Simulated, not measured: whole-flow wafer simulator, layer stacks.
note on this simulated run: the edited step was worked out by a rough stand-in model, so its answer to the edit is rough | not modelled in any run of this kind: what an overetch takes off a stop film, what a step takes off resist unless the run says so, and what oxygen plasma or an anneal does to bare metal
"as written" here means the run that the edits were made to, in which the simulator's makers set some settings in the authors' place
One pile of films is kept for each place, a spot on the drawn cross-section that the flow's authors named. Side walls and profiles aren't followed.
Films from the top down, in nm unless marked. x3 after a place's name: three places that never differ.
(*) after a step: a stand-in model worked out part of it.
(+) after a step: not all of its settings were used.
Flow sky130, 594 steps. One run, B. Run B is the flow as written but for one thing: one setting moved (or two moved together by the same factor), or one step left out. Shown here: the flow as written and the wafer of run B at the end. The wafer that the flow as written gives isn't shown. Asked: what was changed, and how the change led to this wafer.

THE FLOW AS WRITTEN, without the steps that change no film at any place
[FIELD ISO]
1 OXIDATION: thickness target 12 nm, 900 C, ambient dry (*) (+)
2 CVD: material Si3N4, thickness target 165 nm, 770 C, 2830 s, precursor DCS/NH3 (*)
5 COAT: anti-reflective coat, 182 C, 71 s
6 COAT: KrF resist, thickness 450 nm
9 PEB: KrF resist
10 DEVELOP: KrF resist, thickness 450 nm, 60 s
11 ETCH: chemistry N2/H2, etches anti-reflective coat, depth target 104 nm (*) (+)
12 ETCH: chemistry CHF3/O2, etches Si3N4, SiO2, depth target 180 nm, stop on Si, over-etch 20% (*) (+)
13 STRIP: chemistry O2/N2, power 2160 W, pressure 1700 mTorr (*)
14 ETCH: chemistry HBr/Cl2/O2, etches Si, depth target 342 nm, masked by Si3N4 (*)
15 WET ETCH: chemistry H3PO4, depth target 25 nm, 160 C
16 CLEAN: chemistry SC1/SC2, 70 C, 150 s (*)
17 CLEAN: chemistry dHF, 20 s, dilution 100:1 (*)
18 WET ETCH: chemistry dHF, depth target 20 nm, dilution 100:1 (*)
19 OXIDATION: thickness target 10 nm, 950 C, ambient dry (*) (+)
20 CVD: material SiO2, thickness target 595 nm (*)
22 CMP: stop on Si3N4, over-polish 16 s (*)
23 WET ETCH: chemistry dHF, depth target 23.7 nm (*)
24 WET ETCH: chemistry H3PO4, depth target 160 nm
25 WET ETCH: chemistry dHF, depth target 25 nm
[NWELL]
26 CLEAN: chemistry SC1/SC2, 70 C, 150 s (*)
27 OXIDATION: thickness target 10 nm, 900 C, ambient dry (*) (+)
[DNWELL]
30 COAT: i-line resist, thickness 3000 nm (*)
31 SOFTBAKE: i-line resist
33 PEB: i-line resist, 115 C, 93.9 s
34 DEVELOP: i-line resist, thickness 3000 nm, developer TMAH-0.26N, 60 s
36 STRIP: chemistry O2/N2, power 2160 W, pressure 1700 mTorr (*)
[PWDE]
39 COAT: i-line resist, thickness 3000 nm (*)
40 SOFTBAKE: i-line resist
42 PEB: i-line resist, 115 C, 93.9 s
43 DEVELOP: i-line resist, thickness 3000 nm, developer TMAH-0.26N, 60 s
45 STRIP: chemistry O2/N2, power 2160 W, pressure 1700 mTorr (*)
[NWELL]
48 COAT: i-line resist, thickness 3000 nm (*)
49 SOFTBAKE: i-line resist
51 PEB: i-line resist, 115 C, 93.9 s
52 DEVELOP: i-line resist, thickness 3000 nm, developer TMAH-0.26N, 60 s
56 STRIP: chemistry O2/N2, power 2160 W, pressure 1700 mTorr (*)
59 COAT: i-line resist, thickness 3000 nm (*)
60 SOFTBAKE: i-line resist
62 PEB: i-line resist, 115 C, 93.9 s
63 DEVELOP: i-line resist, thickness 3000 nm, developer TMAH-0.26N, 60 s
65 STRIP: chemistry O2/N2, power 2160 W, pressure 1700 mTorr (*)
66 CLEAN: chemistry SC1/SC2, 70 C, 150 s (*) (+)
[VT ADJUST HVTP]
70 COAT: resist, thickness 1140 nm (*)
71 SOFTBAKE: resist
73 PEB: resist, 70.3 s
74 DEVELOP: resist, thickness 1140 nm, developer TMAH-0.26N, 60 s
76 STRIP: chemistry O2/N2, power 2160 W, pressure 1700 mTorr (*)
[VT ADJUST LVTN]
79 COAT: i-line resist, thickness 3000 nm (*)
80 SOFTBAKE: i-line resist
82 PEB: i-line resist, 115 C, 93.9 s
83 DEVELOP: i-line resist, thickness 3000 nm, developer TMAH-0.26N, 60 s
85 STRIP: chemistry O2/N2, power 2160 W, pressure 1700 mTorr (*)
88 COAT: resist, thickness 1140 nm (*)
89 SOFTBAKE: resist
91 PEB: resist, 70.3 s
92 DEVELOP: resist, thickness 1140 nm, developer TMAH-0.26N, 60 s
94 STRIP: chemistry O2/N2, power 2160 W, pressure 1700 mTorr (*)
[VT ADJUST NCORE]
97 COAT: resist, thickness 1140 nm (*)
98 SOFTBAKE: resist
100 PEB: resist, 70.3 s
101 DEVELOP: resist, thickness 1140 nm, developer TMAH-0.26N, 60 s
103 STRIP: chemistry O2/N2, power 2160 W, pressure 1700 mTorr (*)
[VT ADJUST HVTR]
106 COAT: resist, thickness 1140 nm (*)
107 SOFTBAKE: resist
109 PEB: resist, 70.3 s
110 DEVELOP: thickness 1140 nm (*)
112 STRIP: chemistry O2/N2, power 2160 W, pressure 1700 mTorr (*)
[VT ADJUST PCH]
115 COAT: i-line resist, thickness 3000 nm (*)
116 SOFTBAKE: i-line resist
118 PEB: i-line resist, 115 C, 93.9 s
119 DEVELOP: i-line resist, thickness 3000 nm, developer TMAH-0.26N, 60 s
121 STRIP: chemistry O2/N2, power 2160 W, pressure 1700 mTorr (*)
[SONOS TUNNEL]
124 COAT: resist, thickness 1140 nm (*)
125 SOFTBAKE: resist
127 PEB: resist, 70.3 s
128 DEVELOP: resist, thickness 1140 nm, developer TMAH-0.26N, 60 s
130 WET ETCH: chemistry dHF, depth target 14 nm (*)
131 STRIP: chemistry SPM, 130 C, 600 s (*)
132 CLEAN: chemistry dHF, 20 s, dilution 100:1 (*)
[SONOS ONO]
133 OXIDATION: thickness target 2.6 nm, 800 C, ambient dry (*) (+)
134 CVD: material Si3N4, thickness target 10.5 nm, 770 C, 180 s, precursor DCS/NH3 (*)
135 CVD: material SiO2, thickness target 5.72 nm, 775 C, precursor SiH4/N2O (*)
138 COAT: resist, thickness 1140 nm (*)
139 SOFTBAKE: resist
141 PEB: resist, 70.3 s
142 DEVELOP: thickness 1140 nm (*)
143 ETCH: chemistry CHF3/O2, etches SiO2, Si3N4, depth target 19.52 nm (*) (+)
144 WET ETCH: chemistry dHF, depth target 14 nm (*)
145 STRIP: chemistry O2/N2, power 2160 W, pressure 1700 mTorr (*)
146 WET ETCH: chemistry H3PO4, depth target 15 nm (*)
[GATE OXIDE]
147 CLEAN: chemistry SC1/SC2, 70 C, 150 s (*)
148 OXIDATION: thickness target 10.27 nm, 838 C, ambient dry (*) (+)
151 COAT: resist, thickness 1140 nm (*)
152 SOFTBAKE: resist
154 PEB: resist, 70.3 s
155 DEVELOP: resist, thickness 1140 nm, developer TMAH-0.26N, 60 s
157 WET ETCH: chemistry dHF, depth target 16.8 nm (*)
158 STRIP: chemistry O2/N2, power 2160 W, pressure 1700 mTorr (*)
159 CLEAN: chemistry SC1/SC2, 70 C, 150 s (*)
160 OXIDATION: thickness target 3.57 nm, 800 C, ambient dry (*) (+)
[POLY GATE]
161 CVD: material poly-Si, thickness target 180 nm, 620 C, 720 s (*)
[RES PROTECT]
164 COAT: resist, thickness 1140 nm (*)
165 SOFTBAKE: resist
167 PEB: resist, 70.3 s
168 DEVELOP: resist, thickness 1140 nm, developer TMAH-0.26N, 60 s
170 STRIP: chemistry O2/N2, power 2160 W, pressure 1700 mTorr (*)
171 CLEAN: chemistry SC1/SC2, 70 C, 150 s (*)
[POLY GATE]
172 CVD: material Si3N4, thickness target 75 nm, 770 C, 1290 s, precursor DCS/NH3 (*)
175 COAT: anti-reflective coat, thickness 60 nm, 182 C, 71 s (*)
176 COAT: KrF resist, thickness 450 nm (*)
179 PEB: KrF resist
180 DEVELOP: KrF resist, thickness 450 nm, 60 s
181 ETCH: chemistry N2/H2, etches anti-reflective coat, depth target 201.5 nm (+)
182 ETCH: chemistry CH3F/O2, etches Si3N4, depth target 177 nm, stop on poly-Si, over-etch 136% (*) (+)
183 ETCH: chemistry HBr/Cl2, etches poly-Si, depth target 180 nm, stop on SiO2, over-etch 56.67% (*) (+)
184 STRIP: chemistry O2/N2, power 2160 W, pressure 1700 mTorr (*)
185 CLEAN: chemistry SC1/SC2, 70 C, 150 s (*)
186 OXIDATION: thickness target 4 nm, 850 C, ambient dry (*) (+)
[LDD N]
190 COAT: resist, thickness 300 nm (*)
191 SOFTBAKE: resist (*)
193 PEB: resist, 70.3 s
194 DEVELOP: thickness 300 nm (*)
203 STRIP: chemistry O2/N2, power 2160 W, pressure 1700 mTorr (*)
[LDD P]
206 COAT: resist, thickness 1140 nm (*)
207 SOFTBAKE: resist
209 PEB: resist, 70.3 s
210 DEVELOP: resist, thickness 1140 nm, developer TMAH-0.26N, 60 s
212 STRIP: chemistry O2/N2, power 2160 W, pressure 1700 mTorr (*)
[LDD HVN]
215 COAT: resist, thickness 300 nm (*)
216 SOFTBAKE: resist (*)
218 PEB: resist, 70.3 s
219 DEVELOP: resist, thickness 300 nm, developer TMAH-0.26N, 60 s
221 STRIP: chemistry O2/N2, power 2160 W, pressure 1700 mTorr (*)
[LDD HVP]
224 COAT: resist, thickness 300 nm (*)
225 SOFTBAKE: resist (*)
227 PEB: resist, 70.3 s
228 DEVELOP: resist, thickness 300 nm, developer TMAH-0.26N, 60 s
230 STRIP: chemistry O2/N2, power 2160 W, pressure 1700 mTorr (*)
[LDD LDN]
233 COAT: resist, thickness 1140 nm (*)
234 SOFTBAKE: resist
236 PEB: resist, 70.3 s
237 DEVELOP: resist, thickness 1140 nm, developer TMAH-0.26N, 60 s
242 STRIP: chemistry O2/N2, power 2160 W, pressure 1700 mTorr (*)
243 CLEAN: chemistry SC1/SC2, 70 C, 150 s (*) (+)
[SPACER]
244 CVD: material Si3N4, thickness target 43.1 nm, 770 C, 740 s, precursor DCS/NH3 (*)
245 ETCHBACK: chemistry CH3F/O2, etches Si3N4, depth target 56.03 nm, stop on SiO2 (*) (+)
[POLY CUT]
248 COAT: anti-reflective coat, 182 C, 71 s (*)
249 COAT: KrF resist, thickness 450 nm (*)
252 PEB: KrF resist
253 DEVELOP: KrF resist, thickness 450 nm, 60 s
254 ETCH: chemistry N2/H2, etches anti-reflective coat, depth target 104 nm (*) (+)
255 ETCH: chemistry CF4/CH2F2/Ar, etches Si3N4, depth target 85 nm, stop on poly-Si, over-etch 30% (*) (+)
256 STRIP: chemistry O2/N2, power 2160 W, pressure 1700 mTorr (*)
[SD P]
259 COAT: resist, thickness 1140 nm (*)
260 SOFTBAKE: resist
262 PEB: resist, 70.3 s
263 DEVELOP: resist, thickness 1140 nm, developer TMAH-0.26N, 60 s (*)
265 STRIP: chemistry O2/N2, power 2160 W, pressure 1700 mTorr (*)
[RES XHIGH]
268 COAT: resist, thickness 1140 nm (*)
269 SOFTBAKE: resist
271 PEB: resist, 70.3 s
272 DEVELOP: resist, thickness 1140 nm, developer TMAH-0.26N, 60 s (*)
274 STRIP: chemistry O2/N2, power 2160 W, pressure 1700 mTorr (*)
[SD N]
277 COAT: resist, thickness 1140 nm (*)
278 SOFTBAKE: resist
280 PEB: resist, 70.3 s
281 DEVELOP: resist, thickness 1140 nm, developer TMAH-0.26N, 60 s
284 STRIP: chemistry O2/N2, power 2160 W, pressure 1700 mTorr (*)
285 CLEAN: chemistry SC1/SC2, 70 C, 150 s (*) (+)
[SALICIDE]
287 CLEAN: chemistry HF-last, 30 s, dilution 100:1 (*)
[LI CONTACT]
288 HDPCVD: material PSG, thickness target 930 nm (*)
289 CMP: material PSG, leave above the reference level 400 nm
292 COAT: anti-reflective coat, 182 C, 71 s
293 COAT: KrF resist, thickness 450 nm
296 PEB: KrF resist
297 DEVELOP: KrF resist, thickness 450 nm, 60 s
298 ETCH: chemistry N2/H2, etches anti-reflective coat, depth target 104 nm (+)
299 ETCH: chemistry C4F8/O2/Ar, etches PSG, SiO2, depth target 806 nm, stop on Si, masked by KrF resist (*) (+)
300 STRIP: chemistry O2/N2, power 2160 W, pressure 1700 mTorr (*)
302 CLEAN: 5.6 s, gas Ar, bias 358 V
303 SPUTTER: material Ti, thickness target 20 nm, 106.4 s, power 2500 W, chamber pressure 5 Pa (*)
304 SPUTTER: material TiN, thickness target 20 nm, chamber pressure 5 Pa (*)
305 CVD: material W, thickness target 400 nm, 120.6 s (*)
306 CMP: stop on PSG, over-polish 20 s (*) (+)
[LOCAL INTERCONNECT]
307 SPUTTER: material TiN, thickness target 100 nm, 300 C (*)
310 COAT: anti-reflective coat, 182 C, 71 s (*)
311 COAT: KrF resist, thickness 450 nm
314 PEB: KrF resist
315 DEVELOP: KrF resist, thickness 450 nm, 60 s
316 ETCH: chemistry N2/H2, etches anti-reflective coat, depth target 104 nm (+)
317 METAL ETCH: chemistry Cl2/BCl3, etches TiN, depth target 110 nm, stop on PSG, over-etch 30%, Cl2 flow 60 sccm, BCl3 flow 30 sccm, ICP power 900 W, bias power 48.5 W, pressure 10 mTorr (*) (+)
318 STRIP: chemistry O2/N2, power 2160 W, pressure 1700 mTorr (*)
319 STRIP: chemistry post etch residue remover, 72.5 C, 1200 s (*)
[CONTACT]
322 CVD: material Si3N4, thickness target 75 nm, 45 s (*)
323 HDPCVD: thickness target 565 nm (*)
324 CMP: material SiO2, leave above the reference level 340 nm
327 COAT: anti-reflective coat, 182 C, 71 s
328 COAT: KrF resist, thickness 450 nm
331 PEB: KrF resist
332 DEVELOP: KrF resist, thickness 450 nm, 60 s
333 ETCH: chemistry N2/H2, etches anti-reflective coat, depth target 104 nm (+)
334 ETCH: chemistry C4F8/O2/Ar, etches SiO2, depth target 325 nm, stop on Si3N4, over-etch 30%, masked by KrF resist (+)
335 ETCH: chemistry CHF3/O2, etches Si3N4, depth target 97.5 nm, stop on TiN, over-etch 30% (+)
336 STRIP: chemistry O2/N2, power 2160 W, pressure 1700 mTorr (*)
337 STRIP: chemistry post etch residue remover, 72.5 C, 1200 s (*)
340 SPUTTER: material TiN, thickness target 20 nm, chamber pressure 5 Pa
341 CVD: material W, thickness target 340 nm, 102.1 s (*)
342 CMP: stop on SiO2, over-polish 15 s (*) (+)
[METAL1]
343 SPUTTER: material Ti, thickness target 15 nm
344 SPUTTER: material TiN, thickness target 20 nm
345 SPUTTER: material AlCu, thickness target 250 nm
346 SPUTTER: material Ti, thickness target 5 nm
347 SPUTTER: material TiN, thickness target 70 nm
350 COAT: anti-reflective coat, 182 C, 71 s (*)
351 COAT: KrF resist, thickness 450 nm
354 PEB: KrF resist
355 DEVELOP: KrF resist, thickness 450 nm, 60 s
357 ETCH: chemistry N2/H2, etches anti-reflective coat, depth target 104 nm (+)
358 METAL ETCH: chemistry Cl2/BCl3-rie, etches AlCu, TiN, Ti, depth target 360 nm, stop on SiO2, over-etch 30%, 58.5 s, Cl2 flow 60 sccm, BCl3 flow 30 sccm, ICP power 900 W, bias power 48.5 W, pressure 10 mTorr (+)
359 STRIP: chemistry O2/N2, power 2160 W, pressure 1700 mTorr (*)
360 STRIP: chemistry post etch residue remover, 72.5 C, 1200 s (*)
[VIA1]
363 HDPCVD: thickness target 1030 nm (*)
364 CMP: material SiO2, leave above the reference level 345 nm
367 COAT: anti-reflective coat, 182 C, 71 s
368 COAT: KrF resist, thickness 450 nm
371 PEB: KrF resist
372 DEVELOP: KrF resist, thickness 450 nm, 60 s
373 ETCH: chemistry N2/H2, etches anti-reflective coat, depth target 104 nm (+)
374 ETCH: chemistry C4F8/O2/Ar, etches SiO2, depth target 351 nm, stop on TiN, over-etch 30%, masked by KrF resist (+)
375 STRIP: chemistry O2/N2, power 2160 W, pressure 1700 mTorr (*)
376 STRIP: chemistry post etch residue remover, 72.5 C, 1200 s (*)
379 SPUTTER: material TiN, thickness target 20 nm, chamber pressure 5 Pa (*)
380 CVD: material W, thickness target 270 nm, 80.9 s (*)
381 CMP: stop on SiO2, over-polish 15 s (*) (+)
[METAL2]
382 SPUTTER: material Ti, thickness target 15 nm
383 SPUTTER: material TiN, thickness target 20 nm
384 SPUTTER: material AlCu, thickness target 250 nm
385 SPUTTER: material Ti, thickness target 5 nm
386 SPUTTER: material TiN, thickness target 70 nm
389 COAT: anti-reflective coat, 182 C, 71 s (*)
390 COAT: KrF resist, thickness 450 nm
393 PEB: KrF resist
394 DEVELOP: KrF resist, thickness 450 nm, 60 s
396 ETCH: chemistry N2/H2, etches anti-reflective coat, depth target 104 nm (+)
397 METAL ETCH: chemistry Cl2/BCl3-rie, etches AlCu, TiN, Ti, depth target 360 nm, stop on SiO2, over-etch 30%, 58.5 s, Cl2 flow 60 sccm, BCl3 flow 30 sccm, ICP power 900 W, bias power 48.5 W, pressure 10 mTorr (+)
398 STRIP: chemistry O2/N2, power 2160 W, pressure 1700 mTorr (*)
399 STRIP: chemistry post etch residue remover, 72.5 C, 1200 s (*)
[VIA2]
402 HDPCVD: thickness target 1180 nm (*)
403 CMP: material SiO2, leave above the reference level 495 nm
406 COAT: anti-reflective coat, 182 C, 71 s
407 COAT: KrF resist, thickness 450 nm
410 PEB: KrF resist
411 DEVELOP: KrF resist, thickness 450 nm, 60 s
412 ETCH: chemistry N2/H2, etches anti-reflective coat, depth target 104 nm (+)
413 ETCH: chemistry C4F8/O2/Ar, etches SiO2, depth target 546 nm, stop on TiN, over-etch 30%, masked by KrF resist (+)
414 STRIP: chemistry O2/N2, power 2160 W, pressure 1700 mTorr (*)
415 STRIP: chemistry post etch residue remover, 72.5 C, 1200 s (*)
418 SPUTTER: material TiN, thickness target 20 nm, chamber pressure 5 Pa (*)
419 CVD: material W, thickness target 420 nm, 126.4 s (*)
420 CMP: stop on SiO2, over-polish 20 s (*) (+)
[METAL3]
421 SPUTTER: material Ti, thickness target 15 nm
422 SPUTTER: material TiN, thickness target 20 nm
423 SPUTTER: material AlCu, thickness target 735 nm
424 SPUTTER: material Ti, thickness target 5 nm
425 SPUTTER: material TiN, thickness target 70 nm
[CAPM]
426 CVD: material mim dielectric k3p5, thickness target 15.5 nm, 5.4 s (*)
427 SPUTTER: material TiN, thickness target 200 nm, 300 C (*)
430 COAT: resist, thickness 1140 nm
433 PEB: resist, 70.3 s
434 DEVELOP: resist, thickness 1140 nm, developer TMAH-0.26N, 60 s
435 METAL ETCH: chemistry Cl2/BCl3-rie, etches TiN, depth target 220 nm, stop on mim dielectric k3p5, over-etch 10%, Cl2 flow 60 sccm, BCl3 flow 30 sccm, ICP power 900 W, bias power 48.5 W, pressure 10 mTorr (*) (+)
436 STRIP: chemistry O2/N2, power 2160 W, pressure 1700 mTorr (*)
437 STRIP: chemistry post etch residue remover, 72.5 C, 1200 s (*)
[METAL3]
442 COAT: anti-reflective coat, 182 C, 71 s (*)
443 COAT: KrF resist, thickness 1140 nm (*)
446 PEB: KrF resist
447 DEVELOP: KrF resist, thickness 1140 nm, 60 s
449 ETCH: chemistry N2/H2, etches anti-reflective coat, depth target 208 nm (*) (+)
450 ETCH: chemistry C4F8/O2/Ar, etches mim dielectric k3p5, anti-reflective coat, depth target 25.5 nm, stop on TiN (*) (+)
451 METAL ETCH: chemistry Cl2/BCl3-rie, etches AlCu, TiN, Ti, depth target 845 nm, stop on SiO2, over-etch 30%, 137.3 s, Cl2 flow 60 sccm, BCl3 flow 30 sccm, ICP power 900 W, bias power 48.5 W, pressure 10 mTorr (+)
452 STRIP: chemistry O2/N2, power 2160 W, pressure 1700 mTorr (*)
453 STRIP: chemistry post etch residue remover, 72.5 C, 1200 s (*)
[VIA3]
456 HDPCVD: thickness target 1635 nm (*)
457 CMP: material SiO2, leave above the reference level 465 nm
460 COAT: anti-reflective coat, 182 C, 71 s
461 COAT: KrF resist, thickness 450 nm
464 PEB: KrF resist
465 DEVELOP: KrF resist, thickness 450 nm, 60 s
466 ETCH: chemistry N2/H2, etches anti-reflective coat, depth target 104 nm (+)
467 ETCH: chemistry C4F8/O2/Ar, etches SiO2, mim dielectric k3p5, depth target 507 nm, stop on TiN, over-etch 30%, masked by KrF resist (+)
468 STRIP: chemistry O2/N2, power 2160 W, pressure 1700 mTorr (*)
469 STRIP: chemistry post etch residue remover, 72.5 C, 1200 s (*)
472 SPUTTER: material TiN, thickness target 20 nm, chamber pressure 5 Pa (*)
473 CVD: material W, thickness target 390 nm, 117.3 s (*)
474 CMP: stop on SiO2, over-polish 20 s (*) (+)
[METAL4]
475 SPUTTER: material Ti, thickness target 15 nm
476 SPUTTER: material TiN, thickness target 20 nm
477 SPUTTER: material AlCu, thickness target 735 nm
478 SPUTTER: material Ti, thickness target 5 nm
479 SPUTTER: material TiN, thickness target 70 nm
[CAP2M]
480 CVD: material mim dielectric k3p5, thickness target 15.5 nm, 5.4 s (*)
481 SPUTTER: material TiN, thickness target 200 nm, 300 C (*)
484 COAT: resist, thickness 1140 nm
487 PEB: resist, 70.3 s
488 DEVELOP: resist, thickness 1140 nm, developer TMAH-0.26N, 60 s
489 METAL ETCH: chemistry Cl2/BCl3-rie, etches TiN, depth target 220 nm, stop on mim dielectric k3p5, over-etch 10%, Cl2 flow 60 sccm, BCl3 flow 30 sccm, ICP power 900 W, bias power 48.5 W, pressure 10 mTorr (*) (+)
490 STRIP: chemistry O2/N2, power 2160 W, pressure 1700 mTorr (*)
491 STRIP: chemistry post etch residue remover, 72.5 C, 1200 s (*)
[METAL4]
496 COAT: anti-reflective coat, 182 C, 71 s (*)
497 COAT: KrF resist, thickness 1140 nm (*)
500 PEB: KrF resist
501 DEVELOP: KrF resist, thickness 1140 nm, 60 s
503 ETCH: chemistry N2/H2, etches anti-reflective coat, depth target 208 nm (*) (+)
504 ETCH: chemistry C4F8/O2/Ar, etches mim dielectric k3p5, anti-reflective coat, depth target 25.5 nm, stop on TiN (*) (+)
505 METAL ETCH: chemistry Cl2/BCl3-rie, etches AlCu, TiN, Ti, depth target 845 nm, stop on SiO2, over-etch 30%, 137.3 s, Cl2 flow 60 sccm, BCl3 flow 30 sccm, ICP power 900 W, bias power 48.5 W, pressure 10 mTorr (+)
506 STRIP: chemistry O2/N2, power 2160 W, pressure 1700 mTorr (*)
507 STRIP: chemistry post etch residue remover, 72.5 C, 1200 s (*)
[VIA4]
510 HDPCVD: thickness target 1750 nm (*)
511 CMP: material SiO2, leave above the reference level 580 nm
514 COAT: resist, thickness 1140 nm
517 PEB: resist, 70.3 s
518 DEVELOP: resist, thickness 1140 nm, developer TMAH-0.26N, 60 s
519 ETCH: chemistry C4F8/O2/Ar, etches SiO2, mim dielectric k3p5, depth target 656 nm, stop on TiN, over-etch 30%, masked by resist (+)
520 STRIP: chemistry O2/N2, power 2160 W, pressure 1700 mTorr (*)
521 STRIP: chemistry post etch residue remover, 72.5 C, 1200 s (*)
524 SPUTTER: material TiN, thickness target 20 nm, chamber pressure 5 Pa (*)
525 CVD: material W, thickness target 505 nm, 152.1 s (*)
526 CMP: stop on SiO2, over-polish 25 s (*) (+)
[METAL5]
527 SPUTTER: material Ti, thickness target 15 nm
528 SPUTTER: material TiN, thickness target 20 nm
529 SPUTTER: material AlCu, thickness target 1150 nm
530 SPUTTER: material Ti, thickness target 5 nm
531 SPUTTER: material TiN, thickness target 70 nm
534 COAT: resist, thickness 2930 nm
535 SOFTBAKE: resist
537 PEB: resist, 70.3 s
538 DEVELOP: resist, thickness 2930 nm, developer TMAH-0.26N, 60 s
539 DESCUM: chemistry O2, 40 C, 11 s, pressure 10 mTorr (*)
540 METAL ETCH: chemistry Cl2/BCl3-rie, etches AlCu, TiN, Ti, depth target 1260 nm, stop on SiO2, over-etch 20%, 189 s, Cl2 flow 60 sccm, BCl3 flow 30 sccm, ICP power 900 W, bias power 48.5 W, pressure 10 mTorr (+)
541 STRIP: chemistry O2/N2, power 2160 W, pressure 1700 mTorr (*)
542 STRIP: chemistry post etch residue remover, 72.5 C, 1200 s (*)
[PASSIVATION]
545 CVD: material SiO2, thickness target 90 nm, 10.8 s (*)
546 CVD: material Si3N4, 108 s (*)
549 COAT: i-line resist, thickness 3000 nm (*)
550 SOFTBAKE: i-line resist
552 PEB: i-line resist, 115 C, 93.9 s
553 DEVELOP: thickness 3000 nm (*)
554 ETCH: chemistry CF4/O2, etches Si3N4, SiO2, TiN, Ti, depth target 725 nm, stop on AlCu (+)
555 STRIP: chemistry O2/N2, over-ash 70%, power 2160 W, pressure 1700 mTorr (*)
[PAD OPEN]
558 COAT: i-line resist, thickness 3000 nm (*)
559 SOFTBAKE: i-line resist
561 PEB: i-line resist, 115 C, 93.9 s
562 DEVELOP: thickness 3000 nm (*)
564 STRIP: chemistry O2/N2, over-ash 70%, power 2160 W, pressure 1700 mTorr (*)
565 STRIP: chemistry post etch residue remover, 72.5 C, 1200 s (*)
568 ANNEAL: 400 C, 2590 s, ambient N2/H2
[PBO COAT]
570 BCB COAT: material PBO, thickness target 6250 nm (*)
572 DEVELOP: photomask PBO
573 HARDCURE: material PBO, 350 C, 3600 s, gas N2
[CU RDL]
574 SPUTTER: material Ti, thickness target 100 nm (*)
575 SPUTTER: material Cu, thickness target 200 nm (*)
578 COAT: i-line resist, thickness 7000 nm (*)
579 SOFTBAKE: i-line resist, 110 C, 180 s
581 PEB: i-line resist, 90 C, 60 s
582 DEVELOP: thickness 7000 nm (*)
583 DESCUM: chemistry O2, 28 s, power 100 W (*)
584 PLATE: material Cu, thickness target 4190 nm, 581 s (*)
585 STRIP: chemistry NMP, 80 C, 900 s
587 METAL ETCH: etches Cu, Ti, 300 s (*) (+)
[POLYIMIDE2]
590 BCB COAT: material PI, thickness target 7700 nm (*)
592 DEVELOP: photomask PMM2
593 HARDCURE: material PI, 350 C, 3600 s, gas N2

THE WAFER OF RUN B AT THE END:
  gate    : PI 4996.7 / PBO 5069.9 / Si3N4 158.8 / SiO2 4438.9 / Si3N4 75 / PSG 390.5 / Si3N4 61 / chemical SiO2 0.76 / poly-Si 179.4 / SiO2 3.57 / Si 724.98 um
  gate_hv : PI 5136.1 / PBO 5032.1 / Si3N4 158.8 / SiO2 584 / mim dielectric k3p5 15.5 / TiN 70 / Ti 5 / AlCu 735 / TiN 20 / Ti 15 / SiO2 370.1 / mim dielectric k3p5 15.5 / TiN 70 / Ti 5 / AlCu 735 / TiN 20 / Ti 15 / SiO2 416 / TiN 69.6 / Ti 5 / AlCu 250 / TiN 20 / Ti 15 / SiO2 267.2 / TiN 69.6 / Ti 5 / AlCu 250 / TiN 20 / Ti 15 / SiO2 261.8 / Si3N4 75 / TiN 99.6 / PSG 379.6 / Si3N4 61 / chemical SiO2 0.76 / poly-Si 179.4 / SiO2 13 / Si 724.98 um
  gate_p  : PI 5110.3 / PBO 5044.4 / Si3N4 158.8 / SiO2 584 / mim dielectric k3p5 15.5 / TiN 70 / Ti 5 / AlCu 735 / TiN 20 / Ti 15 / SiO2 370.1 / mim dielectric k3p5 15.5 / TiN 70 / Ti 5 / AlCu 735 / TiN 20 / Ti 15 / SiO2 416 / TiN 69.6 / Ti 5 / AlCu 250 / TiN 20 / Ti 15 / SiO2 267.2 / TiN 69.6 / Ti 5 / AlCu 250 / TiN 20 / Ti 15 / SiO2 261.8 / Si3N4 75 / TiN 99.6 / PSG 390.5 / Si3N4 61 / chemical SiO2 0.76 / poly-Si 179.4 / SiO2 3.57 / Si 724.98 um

The cause: step 148, OXIDATION: thickness target 12.58 nm was run, where the flow has thickness target 10.27 nm.

How the change led to this, step by step:
  148 OXIDATION: thickness target 10.27 nm, 838 C, ambient dry (*) (+)
      active, n_well, p_well and 98 more: SiO2 +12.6 (new film), chemical SiO2 -0.76 (all of it), Si -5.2 (as written it would be: SiO2 +10.3 (new film), chemical SiO2 -0.76 (all of it), Si -4.18)
  152 SOFTBAKE: resist
      nw_fld: resist +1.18 (as written it would be: resist -0.42)
      field: resist -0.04 (as written it would be: resist -0.67)
      (and at 2 more places)
  157 WET ETCH: chemistry dHF, depth target 16.8 nm (*)
      active, n_well, p_well and 58 more: SiO2 -12.6 (all of it) (as written it would be: SiO2 -10.3 (all of it))
  248 COAT: anti-reflective coat, 182 C, 71 s (*)
      m1: anti-reflective coat +15.5 (new film) (as written it would be: anti-reflective coat +16.3 (new film))
      gate_p_hv: anti-reflective coat +14.8 (new film) (as written it would be: anti-reflective coat +15.8 (new film))
      (and at 1 more place)
  256 STRIP: chemistry O2/N2, power 2160 W, pressure 1700 mTorr (*)
      m1: KrF resist -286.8 (all of it), anti-reflective coat -15.5 (all of it) (as written it would be: KrF resist -287.2 (all of it), anti-reflective coat -16.3 (all of it))
      gate_p_hv: KrF resist -328.9 (all of it), anti-reflective coat -14.8 (all of it) (as written it would be: KrF resist -328.9 (all of it), anti-reflective coat -15.8 (all of it))
      (and at 1 more place)
  306 CMP: stop on PSG, over-polish 20 s (*) (+)
      poly_licon: W -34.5 (as written it would be: W -33.3)
